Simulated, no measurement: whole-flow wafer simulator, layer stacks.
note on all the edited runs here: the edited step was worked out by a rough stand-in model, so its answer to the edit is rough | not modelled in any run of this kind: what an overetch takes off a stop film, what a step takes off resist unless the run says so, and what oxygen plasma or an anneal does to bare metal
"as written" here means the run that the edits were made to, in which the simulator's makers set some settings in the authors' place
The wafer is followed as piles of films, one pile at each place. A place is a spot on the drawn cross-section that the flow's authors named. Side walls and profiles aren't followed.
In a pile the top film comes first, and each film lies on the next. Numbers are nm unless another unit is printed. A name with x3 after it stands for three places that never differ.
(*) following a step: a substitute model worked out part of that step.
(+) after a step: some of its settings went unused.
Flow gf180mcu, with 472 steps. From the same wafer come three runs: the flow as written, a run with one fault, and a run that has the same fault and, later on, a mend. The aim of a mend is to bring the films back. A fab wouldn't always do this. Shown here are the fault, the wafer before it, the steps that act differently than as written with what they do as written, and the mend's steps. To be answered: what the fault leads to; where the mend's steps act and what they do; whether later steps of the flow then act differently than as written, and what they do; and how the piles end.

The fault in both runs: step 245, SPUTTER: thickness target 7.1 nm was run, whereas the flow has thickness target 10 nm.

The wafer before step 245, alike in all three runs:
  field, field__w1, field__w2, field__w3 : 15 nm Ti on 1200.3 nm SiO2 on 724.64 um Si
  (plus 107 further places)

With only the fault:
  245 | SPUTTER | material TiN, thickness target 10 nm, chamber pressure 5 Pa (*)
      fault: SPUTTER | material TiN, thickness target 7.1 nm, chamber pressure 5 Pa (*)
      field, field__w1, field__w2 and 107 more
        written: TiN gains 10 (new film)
        fault: TiN gains 7.1 (new film)
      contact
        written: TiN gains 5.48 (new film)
        fault: TiN gains 3.9 (new film)
  Steps later in the flow that act otherwise than as written (1 other step is not shown; it differs only slightly, by no more than 2% or 0.5 nm, whichever is larger):
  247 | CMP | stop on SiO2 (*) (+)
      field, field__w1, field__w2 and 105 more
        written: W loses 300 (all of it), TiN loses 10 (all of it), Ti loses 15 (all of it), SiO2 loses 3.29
        fault: W loses 300 (all of it), TiN loses 7.1 (all of it), Ti loses 15 (all of it), SiO2 loses 3.26
  By the end, the piles at contact, polyc_n, polyc_p depart from the flow's by more than 2% or 0.5 nm, whichever is larger.
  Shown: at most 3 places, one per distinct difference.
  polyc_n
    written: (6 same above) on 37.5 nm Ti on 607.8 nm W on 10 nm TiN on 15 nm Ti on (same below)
    fault: (6 same above) on 37.5 nm Ti on 610.7 nm W on 7.1 nm TiN on 15 nm Ti on (same below)
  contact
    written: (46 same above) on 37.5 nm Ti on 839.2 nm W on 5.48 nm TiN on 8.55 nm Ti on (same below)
    fault: (46 same above) on 37.5 nm Ti on 840.8 nm W on 3.9 nm TiN on 8.55 nm Ti on (same below)

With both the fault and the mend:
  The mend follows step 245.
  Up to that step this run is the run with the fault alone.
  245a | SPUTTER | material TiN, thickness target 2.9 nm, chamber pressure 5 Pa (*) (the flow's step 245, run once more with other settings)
      field, field__w1, field__w2 and 107 more
        TiN gains 2.9
      contact
        TiN gains 1.59
  Every later step of the flow that is run acts as written at every place that is followed.
  By the end, the piles equal the flow's at every place that both follow.
